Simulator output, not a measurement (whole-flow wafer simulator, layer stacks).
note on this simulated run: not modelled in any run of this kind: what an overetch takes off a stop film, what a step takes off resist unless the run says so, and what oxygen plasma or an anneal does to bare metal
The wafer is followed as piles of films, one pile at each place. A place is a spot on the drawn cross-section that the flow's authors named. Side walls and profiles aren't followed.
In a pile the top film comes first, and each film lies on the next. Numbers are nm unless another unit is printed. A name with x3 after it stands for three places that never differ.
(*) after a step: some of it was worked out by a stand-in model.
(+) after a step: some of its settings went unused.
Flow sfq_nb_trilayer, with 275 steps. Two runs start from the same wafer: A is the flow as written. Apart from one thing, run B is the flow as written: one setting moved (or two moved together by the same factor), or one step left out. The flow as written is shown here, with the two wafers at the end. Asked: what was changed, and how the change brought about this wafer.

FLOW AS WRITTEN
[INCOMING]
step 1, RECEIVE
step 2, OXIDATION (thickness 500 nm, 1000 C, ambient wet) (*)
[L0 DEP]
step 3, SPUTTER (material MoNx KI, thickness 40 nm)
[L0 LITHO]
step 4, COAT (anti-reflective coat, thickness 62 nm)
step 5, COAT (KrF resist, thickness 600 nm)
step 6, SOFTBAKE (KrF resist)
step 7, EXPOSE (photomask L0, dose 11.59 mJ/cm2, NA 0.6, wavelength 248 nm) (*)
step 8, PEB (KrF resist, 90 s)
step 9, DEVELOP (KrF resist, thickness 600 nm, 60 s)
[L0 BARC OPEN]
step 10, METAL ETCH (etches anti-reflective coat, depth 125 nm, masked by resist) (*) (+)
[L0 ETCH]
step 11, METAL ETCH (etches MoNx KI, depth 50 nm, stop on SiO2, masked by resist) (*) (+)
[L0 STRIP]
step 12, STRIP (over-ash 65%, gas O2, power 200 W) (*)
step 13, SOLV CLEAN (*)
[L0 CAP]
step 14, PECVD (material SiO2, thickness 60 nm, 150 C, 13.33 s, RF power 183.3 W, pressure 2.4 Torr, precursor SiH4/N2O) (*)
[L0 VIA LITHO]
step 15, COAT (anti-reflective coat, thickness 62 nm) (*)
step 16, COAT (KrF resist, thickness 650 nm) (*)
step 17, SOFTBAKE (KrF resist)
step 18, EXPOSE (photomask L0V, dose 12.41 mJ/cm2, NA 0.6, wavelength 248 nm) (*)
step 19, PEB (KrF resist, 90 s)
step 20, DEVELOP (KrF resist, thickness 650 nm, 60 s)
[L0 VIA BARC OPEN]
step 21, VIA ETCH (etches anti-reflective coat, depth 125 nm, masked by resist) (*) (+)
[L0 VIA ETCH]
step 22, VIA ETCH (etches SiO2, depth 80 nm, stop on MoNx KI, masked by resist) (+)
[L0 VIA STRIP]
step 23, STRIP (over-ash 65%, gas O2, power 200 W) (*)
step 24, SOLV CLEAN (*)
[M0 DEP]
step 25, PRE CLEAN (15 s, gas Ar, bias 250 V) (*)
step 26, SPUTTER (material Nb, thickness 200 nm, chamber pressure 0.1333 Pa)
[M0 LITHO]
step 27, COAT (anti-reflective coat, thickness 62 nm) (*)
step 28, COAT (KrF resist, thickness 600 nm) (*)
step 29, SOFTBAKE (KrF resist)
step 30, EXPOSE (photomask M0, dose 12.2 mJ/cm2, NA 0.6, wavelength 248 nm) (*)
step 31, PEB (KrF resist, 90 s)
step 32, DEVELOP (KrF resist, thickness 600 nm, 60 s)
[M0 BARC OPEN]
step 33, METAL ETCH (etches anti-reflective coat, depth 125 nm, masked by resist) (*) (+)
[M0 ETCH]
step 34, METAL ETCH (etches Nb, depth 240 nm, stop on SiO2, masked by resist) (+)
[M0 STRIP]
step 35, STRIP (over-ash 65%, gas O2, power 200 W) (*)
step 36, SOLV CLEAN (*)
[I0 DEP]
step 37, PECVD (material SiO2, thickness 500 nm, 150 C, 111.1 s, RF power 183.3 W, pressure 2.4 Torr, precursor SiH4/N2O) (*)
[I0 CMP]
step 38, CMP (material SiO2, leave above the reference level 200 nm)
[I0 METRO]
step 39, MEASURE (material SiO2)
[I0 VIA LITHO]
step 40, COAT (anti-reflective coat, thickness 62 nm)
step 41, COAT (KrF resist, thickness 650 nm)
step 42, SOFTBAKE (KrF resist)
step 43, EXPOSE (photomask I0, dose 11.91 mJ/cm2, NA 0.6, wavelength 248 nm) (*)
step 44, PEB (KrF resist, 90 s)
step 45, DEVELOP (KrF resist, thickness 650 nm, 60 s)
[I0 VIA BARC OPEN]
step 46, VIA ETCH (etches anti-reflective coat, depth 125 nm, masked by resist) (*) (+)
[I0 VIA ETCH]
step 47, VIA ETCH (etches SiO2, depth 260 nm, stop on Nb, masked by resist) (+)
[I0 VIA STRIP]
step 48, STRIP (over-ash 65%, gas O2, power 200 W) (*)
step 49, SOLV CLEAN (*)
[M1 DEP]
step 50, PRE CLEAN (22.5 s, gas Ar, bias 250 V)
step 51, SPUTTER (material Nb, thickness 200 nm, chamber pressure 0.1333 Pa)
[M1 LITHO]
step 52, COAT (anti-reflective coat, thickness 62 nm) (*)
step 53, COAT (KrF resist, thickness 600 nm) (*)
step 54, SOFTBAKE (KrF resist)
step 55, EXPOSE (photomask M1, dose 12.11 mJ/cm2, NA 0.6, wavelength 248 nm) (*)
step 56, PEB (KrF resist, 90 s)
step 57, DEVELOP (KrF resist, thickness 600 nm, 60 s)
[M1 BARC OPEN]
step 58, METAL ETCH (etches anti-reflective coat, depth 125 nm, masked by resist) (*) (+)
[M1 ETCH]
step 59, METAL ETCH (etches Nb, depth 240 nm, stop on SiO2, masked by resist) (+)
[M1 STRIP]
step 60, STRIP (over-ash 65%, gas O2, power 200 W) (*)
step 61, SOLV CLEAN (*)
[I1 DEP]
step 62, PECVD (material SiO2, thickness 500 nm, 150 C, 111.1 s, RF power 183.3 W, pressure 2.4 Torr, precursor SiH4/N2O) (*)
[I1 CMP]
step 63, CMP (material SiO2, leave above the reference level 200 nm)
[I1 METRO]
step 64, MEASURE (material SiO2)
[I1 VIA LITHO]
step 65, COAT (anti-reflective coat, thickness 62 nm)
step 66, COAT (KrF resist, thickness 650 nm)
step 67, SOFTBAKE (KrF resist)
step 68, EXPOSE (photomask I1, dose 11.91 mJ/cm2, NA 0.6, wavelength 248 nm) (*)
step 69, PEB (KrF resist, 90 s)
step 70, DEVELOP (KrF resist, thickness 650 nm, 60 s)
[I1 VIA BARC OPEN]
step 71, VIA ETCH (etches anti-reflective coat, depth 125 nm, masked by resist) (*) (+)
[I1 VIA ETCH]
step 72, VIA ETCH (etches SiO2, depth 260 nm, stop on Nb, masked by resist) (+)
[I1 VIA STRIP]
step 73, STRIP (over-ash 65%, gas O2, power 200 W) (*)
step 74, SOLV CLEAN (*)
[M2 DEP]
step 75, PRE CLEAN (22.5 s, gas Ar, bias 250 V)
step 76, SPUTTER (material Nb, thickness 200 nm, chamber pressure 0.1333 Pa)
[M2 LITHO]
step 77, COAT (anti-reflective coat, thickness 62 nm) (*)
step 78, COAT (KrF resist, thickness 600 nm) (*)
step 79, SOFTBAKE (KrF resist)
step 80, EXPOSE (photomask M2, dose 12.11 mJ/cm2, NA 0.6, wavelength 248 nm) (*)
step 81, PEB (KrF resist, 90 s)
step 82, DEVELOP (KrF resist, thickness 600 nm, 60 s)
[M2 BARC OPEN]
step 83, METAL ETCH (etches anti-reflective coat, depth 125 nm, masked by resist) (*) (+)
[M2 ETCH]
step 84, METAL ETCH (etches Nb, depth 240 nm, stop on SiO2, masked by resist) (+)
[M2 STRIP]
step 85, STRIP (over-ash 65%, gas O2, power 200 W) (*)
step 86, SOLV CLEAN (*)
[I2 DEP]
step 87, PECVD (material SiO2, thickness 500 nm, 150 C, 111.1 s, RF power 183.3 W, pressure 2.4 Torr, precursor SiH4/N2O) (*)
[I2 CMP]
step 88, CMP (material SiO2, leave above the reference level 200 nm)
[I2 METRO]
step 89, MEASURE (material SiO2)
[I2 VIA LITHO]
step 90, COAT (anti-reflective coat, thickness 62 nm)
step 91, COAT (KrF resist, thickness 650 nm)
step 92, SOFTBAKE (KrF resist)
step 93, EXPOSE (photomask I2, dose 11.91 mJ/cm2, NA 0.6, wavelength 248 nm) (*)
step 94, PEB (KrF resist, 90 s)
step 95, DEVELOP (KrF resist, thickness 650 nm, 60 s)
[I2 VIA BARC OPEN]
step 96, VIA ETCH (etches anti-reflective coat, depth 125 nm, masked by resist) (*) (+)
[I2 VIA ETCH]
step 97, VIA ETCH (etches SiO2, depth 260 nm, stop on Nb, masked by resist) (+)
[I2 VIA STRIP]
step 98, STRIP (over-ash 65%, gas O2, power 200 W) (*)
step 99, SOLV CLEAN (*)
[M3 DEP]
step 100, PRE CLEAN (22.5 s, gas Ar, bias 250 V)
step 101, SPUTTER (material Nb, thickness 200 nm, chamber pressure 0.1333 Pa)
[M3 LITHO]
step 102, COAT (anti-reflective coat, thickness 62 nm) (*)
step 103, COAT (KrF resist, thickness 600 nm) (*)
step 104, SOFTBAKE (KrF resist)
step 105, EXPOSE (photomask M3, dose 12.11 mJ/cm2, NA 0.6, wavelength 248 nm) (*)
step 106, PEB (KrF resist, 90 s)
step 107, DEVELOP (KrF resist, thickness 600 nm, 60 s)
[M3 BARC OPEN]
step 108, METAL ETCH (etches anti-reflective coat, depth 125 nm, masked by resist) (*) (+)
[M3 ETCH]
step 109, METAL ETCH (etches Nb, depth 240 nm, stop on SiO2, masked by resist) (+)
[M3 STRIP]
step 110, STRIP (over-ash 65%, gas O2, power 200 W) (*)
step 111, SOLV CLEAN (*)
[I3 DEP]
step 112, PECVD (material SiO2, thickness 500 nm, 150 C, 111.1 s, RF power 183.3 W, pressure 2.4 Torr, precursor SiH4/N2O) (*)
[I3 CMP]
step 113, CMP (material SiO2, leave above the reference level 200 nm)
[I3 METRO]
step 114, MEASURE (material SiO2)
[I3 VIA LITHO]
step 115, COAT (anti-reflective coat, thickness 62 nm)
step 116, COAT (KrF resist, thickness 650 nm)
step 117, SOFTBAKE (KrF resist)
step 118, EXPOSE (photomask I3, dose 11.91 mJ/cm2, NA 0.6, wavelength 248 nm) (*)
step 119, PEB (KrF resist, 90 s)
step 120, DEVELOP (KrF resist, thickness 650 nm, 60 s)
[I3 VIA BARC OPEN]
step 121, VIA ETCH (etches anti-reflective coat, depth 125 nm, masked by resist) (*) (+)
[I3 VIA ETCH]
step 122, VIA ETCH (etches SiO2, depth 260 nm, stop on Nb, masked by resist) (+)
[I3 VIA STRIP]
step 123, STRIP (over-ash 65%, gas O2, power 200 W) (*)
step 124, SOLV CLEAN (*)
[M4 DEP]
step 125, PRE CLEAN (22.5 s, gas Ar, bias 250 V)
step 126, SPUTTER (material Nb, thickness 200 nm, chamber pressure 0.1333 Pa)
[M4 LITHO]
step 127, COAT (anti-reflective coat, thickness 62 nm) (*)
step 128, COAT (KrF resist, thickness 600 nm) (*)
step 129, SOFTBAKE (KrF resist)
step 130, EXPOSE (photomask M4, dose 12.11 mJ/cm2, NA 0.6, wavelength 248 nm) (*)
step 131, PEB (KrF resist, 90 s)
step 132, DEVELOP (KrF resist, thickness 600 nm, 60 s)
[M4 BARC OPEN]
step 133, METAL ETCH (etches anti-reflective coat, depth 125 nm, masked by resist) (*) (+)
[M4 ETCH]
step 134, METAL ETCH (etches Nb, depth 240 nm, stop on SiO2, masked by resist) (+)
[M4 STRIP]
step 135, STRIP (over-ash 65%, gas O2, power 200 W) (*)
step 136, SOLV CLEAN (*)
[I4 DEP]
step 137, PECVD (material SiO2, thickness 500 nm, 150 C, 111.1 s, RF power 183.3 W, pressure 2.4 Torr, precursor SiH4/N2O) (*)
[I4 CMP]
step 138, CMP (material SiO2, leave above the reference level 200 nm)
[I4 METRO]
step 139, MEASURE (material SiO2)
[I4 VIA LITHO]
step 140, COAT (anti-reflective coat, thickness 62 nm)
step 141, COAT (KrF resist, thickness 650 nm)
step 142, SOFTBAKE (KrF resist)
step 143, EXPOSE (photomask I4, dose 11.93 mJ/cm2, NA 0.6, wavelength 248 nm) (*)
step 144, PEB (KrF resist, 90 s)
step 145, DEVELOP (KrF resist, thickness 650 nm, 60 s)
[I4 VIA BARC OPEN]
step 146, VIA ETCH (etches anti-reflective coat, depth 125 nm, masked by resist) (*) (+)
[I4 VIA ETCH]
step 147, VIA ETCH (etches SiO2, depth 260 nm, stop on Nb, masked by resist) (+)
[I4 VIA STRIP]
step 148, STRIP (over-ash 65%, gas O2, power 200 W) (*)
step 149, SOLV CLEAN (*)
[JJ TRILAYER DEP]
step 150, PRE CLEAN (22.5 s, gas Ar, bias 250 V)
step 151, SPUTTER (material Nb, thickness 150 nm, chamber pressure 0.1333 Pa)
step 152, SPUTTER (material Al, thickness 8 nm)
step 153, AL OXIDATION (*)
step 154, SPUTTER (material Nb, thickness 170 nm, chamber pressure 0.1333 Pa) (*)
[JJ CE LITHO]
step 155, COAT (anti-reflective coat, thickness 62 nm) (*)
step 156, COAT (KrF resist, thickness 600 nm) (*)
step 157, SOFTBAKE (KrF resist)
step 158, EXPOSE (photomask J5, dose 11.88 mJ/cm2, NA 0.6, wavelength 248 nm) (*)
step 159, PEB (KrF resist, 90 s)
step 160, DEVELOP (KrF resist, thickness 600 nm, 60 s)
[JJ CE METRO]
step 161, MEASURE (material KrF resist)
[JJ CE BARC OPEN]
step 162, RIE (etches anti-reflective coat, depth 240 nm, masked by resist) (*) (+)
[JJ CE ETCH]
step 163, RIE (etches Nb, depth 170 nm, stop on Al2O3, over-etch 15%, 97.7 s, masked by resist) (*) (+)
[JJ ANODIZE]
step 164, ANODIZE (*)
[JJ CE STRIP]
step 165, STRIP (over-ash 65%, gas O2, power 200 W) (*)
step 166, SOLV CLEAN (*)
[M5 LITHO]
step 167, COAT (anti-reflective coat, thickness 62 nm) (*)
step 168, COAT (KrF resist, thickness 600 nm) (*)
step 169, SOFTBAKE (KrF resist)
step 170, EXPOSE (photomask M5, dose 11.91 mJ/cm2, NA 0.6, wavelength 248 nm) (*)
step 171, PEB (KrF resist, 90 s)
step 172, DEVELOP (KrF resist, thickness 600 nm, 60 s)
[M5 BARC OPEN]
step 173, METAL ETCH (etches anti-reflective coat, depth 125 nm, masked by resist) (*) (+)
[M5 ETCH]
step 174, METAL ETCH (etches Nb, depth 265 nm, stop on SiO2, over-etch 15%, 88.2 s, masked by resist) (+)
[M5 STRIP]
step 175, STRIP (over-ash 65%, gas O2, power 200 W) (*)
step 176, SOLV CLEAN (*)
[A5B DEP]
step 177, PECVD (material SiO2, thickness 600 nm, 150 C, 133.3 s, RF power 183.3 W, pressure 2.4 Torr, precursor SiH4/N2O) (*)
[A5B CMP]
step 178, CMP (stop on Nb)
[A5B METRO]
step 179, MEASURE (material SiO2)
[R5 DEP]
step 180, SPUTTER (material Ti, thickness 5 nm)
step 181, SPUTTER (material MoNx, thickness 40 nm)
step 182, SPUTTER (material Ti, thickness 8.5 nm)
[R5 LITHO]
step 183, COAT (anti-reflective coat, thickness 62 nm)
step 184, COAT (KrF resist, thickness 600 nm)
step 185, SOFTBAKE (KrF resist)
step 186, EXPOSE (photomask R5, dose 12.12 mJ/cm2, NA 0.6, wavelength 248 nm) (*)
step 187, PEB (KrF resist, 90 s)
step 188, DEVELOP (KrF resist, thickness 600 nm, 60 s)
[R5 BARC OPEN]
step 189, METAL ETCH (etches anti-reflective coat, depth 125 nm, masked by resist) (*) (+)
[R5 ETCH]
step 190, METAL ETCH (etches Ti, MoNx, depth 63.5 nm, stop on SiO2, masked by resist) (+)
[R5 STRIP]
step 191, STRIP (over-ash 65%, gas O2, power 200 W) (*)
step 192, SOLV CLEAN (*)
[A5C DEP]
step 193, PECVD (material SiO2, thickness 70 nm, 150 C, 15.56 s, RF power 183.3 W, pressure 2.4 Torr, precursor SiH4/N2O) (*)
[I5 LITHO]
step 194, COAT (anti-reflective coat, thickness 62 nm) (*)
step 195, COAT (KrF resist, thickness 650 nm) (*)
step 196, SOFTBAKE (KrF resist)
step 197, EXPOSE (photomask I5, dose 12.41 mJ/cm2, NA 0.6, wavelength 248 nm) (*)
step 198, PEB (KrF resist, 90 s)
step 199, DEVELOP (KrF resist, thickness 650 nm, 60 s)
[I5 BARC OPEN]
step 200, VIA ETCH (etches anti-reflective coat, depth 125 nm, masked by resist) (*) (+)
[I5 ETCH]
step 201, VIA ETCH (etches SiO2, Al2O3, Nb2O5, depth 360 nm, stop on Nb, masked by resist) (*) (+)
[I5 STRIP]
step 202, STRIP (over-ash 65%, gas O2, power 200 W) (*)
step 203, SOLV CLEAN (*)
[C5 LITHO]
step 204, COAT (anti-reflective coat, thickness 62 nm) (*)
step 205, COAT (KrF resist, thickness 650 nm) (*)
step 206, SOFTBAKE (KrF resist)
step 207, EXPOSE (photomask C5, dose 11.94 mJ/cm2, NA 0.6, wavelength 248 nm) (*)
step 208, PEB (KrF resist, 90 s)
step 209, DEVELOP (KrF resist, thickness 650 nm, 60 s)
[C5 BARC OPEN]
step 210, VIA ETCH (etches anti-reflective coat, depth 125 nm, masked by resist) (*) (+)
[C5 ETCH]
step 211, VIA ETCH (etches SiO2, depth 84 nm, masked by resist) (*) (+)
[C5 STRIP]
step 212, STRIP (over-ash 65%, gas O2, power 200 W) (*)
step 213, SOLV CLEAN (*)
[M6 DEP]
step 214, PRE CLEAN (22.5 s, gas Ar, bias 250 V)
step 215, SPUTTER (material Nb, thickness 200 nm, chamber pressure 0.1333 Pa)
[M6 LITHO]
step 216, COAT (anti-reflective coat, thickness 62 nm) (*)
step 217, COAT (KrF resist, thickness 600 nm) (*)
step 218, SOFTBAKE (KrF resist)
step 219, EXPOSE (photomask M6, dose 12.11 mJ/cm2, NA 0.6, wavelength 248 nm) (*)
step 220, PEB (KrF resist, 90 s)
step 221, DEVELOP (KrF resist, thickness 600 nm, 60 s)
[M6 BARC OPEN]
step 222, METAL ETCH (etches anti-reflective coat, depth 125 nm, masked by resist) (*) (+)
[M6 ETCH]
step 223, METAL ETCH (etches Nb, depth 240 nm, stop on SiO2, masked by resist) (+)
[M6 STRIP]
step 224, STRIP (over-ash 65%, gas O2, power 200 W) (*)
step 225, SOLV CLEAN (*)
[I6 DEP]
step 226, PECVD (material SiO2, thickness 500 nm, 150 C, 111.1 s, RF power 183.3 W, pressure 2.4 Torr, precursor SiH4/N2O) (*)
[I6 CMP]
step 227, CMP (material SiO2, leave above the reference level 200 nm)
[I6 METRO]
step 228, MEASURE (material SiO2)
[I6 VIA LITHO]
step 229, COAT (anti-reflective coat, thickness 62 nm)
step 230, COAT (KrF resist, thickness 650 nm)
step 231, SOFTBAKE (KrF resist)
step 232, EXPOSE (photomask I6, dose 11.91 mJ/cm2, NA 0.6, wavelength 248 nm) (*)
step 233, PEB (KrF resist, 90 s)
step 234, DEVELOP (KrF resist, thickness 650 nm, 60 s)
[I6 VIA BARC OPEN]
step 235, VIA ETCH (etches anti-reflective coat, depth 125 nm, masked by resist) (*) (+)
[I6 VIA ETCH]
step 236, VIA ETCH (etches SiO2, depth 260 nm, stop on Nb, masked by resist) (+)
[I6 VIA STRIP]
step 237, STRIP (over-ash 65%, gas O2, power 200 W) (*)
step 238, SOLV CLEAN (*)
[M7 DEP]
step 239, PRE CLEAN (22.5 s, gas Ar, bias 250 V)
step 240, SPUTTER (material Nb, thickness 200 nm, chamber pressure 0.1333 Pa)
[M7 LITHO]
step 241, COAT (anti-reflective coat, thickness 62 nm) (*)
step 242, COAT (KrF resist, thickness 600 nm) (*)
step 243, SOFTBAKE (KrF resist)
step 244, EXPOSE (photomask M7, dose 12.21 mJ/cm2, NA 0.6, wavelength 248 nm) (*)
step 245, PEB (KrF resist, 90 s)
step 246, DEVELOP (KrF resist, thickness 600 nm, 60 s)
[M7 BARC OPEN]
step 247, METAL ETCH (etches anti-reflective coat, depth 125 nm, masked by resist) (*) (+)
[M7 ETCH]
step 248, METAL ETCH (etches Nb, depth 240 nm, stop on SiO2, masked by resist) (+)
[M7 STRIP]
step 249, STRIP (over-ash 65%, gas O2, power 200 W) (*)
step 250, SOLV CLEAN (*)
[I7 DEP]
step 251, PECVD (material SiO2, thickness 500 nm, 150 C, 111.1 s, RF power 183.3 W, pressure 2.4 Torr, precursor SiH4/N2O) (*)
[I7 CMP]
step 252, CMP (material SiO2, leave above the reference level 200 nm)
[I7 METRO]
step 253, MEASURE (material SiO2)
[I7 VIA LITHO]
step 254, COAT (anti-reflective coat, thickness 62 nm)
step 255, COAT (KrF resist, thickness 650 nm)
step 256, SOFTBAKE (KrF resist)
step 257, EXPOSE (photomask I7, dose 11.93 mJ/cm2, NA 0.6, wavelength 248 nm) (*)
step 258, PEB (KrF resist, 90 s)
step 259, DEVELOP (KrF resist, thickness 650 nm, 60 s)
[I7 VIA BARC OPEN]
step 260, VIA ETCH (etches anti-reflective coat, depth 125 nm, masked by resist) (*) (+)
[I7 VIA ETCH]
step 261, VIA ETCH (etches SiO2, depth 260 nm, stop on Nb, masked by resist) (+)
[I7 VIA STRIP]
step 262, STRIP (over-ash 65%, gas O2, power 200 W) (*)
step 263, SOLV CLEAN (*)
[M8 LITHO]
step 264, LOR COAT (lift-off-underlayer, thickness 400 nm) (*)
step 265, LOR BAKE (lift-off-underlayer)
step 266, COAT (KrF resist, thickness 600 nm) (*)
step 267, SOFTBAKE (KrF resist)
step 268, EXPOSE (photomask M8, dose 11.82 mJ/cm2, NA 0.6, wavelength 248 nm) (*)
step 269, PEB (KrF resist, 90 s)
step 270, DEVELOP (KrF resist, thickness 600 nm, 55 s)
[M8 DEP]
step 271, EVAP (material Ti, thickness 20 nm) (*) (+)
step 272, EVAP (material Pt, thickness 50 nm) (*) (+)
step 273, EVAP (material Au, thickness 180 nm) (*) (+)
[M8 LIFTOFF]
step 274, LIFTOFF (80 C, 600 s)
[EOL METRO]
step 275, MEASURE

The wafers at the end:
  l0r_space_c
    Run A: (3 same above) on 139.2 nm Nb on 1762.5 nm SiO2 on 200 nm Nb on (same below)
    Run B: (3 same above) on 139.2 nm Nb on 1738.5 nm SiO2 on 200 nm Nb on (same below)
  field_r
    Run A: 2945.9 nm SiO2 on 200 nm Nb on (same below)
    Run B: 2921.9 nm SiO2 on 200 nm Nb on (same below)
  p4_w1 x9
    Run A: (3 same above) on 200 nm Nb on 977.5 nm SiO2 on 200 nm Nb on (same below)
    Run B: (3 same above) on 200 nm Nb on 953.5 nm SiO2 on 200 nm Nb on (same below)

What caused this: step 51, SPUTTER: thickness 176 nm was run, though the flow has thickness 200 nm.

The path from the change to this, step by step:
  step 51, SPUTTER (material Nb, thickness 200 nm, chamber pressure 0.1333 Pa)
      field_l, v_sur, via_wl and 102 more: A Nb gains 200 (new film) | B Nb gains 176 (new film)
      via_w: A Nb gains 174.5 | B Nb gains 153.9
  step 52, COAT (anti-reflective coat, thickness 62 nm) (*)
      via_wr: A anti-reflective coat gains 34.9 (new film) | B anti-reflective coat gains 33.9 (new film)
  step 59, METAL ETCH (etches Nb, depth 240 nm, stop on SiO2, masked by resist) (+)
      field_l, be, be_sur and 79 more: A Nb loses 200 (all of it) | B Nb loses 176 (all of it)
  step 60, STRIP (over-ash 65%, gas O2, power 200 W) (*)
      via_wr: A KrF resist loses 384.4 (all of it), anti-reflective coat loses 34.9 (all of it) | B KrF resist loses 385.6 (all of it), anti-reflective coat loses 33.9 (all of it)
  step 62, PECVD (material SiO2, thickness 500 nm, 150 C, 111.1 s, RF power 183.3 W, pressure 2.4 Torr, precursor SiH4/N2O) (*)
      wl_d_sl, wl_d_sr: A SiO2 gains 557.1 | B SiO2 gains 533.1
  step 63, CMP (material SiO2, leave above the reference level 200 nm)
      field_l, be, be_sur and 72 more: A SiO2 loses 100 | B SiO2 loses 124
      lsp_m, ln_m6, lsp_r, l0_sur, l0v: A SiO2 loses 94.9 | B SiO2 loses 124
